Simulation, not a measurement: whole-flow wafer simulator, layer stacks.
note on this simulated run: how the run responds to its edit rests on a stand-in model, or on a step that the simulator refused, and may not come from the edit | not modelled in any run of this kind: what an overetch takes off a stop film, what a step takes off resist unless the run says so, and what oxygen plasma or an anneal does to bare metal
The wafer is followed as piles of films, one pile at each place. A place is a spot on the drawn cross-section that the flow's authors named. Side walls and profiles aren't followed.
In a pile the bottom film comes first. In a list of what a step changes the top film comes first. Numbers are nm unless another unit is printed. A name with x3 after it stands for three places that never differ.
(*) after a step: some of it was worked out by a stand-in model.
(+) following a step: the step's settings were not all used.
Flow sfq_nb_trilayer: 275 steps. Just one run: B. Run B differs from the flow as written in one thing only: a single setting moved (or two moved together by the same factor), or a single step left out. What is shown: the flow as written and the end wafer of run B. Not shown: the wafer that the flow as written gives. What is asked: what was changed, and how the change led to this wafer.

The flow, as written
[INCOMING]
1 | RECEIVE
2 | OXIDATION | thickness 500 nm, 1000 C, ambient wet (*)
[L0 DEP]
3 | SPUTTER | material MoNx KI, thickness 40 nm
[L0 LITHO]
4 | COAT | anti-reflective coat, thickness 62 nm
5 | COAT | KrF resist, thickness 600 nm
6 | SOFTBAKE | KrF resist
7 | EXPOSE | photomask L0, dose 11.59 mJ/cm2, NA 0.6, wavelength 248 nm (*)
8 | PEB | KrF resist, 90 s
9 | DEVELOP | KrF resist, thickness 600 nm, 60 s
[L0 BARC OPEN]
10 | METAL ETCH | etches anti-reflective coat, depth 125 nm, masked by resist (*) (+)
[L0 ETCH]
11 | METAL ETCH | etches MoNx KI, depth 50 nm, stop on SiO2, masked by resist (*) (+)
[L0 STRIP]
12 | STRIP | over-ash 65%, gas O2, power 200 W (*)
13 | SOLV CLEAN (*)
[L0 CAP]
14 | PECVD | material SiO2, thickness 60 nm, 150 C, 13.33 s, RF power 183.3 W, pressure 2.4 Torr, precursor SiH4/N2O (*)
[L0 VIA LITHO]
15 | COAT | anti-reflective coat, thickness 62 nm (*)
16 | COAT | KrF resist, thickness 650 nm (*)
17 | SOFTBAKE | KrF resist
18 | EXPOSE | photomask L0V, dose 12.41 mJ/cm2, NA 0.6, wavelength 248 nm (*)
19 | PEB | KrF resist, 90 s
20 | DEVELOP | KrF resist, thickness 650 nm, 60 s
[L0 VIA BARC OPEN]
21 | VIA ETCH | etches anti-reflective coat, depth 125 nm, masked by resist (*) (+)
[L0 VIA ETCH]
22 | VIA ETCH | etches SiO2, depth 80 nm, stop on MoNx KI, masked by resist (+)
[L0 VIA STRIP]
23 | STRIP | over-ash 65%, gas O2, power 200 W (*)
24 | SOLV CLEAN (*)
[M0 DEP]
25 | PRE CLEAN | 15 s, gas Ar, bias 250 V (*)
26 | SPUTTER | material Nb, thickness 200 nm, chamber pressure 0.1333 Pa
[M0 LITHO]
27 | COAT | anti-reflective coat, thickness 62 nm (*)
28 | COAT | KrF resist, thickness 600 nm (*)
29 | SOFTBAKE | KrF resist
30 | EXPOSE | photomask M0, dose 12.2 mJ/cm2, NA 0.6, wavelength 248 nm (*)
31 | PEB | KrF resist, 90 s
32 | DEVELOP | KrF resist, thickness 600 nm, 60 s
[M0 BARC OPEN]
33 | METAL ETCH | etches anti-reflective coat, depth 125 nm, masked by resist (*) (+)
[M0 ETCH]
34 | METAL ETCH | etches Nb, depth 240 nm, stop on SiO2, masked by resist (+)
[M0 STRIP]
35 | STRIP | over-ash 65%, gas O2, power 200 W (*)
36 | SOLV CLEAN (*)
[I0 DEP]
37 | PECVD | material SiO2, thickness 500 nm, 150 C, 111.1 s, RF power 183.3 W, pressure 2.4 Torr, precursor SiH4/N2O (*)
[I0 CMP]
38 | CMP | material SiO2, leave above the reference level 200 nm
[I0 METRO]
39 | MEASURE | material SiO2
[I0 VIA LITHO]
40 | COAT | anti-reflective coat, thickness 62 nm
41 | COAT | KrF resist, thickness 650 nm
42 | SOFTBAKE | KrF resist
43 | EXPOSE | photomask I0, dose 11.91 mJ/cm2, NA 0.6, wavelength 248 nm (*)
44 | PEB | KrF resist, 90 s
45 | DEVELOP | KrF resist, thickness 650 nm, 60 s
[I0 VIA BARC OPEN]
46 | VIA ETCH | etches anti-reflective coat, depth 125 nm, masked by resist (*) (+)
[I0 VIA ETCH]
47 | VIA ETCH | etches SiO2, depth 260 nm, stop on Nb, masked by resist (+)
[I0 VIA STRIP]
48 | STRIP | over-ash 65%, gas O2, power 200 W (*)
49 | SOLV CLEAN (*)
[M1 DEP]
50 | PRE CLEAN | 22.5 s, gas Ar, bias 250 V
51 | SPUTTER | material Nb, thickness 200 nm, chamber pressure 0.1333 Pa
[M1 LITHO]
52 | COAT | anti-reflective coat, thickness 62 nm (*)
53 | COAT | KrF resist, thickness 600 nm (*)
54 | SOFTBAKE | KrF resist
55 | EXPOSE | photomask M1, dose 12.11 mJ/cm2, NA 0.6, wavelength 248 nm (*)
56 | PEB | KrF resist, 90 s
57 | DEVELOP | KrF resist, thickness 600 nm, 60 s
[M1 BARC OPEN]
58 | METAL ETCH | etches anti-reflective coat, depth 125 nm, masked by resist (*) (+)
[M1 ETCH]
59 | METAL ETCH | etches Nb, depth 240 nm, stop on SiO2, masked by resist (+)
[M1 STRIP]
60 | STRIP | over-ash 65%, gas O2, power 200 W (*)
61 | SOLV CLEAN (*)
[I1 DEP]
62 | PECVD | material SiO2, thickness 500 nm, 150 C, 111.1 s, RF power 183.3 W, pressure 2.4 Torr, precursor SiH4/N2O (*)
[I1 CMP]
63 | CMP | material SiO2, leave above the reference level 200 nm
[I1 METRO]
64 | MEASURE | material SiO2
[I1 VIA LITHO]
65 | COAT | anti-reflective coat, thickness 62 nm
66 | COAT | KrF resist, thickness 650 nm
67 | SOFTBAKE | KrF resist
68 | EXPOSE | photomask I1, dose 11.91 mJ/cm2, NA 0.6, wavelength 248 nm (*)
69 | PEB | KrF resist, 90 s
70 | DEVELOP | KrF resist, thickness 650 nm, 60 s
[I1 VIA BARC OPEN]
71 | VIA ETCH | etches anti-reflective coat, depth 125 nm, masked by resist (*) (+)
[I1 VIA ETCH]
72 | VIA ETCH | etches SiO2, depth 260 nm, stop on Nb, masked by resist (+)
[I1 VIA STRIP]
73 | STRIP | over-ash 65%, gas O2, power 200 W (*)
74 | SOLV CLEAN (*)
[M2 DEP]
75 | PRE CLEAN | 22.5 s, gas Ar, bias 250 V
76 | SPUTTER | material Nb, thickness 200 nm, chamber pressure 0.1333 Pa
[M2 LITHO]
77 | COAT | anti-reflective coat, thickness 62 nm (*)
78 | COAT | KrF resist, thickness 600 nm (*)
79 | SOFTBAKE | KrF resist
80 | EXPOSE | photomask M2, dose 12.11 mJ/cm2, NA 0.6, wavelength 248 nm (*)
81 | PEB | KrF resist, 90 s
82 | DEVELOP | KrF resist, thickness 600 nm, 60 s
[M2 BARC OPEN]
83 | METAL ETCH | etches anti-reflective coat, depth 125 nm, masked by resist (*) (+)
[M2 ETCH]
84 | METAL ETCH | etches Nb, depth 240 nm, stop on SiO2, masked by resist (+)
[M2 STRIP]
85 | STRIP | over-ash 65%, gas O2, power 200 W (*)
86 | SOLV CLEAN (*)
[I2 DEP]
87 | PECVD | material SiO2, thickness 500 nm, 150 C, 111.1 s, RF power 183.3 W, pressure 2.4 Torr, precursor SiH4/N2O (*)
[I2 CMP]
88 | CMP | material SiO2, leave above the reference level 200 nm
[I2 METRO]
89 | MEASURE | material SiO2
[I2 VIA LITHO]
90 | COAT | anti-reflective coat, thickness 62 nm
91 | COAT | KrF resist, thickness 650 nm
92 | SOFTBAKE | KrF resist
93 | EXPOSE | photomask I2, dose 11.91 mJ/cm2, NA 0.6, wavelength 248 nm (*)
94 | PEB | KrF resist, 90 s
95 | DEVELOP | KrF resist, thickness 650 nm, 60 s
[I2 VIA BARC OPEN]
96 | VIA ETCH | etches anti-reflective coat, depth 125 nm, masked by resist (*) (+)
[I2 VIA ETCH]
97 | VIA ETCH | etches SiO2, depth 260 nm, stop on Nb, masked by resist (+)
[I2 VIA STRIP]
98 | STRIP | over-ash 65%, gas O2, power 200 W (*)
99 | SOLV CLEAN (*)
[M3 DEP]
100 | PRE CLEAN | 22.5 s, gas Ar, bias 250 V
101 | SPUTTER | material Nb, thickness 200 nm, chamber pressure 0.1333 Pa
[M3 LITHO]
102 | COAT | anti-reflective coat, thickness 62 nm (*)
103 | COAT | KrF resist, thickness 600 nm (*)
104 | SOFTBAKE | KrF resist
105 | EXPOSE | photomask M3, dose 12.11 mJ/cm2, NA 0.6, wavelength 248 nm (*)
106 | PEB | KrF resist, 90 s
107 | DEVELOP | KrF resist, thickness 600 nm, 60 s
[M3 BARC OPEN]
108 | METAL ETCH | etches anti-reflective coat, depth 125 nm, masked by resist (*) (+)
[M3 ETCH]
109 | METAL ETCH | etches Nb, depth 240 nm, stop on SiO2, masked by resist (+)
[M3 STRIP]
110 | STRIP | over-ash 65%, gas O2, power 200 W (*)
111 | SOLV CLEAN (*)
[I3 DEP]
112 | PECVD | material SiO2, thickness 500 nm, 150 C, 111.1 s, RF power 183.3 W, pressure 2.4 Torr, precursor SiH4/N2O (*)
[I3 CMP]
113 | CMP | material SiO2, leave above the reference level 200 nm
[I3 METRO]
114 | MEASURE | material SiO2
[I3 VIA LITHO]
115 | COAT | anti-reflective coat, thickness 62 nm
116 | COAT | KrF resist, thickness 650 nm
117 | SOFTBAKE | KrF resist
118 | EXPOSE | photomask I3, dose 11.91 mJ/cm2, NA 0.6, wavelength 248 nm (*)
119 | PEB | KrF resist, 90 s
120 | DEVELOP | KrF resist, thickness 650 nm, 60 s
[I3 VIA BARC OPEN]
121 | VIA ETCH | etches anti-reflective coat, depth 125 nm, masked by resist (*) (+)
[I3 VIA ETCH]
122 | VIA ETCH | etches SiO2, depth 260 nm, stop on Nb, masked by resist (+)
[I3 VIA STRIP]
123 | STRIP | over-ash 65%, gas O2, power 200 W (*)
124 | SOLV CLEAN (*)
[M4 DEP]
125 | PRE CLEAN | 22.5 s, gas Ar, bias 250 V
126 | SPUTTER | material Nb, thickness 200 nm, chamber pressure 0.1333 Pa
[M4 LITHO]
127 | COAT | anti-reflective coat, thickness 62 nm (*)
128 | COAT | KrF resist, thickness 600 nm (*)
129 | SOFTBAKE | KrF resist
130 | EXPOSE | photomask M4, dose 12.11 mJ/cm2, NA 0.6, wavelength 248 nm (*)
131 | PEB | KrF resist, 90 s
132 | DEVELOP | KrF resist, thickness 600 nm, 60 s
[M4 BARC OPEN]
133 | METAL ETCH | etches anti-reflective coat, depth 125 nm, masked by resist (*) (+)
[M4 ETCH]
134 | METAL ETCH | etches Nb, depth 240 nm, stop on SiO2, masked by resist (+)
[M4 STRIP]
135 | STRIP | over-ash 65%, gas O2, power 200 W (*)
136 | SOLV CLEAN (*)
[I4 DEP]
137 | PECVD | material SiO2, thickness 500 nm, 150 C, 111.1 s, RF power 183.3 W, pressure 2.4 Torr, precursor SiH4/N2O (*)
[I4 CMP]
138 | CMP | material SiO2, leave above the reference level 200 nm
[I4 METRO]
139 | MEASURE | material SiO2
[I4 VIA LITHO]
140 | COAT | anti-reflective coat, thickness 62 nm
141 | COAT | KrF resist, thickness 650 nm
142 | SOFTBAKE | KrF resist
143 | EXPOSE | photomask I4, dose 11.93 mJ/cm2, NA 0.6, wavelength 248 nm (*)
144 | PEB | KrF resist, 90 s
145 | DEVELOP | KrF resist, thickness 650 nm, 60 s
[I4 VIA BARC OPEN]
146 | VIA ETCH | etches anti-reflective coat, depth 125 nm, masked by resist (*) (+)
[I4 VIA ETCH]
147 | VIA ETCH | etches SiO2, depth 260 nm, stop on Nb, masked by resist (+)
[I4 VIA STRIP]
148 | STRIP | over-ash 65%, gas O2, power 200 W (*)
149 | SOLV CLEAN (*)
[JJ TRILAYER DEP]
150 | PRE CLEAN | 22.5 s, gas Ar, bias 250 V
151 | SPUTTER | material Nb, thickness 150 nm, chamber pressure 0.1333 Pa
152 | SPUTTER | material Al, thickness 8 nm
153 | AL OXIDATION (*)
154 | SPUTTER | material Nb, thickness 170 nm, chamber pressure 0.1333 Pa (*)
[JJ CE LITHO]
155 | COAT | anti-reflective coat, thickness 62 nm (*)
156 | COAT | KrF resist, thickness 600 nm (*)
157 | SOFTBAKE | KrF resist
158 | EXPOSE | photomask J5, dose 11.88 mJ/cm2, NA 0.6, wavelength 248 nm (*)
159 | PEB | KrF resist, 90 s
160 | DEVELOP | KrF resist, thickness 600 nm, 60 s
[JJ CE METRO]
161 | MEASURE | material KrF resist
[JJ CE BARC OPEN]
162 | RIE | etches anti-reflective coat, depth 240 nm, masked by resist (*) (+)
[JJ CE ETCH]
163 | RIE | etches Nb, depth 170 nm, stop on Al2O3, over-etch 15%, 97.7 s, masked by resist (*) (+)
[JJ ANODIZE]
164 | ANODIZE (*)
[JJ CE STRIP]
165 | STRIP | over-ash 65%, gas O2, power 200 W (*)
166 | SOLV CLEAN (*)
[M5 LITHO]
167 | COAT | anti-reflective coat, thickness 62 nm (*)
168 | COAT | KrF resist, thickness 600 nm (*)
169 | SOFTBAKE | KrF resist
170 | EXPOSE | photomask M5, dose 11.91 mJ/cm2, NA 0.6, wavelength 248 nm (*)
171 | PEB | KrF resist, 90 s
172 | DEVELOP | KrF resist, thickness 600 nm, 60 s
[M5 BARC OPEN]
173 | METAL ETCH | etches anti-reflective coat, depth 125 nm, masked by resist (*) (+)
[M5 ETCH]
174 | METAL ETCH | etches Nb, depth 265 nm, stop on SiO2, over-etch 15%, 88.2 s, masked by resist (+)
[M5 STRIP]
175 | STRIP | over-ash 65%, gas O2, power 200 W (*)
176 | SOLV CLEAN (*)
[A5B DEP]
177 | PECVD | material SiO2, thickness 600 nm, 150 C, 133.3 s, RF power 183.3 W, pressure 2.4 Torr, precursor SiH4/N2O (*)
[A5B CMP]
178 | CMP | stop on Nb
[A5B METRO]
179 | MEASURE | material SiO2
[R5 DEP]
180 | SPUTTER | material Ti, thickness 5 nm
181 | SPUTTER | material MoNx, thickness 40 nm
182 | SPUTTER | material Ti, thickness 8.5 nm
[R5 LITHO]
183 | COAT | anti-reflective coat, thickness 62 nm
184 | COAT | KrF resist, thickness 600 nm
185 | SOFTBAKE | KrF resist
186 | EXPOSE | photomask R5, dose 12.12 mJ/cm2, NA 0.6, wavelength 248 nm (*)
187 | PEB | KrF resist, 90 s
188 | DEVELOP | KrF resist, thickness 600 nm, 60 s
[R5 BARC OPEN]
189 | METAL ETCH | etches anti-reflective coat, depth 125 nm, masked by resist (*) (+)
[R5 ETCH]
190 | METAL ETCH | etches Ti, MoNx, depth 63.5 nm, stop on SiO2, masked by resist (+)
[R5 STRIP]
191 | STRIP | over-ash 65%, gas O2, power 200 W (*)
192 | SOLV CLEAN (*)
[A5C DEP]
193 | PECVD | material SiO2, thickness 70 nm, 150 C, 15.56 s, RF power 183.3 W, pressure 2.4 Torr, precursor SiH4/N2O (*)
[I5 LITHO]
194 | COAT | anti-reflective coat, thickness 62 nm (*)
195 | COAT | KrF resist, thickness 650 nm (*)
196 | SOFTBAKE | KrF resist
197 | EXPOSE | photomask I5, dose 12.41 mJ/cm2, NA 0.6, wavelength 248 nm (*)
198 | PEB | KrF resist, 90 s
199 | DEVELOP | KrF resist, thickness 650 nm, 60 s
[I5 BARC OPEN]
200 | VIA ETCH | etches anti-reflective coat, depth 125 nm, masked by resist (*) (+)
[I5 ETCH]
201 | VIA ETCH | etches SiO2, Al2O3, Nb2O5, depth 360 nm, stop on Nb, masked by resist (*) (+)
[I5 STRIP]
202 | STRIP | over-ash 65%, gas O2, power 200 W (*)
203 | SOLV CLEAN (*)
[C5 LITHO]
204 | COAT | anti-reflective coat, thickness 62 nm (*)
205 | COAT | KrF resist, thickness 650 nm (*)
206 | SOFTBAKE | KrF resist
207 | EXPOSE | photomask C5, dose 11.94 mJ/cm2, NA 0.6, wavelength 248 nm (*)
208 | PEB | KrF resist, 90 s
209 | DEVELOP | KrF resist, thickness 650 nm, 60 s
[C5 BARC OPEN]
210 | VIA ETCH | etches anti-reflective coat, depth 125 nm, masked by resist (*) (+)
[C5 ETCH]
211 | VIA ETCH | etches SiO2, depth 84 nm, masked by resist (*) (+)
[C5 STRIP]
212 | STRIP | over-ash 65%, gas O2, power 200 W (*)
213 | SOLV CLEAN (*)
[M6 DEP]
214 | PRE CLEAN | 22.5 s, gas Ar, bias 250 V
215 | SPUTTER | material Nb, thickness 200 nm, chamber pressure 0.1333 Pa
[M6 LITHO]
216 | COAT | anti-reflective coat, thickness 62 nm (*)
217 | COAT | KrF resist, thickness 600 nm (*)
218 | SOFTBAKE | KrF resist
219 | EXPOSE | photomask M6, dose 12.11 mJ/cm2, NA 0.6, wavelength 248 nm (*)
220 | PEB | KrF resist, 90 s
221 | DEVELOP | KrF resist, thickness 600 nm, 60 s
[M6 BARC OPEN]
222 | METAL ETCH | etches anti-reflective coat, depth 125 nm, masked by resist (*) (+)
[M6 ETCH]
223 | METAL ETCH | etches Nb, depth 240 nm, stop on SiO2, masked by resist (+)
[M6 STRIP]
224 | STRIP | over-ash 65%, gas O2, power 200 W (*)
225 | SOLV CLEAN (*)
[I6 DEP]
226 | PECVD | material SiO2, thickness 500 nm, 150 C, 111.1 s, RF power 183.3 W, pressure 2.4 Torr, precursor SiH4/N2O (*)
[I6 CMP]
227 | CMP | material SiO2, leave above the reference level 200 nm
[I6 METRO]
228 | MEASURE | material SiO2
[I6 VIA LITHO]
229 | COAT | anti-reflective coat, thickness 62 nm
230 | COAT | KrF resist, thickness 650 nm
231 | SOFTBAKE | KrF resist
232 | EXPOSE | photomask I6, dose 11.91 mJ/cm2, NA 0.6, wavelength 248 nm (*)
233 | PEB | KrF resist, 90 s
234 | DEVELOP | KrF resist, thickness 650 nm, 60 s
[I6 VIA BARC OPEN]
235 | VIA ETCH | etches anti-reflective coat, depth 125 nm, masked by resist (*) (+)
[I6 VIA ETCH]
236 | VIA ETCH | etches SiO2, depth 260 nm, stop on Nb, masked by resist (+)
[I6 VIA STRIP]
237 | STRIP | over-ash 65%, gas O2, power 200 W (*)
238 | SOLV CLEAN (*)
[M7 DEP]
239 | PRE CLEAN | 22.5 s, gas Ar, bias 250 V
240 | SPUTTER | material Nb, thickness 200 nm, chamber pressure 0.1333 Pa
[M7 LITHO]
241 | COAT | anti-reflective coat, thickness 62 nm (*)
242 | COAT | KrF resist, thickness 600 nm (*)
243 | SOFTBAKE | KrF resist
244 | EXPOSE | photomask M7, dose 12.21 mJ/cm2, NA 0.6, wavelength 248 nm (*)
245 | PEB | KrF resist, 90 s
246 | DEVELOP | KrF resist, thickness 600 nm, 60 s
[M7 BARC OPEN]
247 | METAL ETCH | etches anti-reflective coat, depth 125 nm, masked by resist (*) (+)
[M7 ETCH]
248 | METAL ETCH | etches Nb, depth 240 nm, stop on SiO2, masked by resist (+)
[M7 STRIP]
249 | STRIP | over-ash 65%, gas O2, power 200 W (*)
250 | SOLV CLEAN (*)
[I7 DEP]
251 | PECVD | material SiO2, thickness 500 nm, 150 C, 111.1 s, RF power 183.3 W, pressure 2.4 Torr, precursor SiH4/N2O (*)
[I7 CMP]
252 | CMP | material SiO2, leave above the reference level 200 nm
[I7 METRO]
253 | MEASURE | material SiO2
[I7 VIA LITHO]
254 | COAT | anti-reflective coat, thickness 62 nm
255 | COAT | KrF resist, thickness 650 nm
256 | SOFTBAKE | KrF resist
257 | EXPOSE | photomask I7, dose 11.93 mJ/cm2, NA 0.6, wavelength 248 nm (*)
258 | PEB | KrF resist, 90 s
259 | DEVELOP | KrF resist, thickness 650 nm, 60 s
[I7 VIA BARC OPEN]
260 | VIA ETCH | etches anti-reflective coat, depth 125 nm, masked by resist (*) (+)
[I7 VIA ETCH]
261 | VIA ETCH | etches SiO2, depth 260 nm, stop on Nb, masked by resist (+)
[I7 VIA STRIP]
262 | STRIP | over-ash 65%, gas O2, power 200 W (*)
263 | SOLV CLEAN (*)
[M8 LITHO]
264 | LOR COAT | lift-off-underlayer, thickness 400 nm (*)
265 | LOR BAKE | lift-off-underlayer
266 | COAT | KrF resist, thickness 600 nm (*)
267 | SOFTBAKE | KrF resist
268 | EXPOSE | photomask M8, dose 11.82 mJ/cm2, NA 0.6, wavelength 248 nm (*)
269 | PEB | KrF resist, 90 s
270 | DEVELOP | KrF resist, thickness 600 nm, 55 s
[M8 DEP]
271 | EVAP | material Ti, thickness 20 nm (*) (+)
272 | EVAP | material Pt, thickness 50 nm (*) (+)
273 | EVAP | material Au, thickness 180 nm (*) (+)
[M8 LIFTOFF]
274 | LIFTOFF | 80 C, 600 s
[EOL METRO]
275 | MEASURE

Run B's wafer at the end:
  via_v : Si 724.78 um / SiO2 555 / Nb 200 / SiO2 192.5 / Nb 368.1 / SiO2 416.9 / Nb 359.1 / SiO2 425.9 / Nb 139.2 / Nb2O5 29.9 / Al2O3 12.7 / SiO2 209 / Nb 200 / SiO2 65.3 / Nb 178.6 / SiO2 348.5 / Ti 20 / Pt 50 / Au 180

What caused this: step 236, VIA ETCH: depth 127 nm was run, though the flow has depth 260 nm.

The path from the change to this, step by step:
  236 | VIA ETCH | etches SiO2, depth 260 nm, stop on Nb, masked by resist (+)
      via_v: -127 SiO2 (it would be, as written: -199.8 SiO2 (all of it))
      field_l, v_sur, via_wl and 102 more: -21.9 KrF resist (it would be, as written: -44.8 KrF resist)
  237 | STRIP | over-ash 65%, gas O2, power 200 W (*)
      field_l, v_sur, via_wl and 102 more: -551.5 KrF resist (all of it), -62 anti-reflective coat (all of it) (it would be, as written: -528.6 KrF resist (all of it), -62 anti-reflective coat (all of it))
  239 | PRE CLEAN | 22.5 s, gas Ar, bias 250 V
      via_v: -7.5 SiO2 (it would be, as written: -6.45 Nb)
  240 | SPUTTER | material Nb, thickness 200 nm, chamber pressure 0.1333 Pa
      via_v: +178.6 Nb (new film) (it would be, as written: +161.1 Nb)
  241 | COAT | anti-reflective coat, thickness 62 nm (*)
      via_sp: +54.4 anti-reflective coat (new film) (it would be, as written: +53.1 anti-reflective coat (new film))
      via_v: +108.8 anti-reflective coat (new film) (it would be, as written: +126 anti-reflective coat (new film))
      (and at 1 other place as well)
  242 | COAT | KrF resist, thickness 600 nm (*)
      via_v: +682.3 KrF resist (new film) (it would be, as written: +742.5 KrF resist (new film))
  249 | STRIP | over-ash 65%, gas O2, power 200 W (*)
      via_sp: -378.7 KrF resist (all of it), -54.4 anti-reflective coat (all of it) (it would be, as written: -373.6 KrF resist (all of it), -53.1 anti-reflective coat (all of it))
      via_v: -464.4 KrF resist (all of it), -108.8 anti-reflective coat (all of it) (it would be, as written: -524.5 KrF resist (all of it), -126 anti-reflective coat (all of it))
      (and at 1 other place as well)
  251 | PECVD | material SiO2, thickness 500 nm, 150 C, 111.1 s, RF power 183.3 W, pressure 2.4 Torr, precursor SiH4/N2O (*)
      via_v: +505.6 SiO2 (new film) (it would be, as written: +621 SiO2 (new film))
  252 | CMP | material SiO2, leave above the reference level 200 nm
      via_v: -157.1 SiO2 (it would be, as written: -183.1 SiO2)
With metal films that touch counted as one body, via_v has 7 bodies (between them, from the top down: SiO2 348.5; SiO2 65.3; SiO2 209 / Al2O3 12.7 / Nb2O5 29.9; SiO2 425.9; SiO2 416.9; SiO2 192.5); the flow as written gives 6 bodies (between them, from the top down: SiO2 437.8; SiO2 209 / Al2O3 12.7 / Nb2O5 29.9; SiO2 425.9; SiO2 416.9; SiO2 192.5).
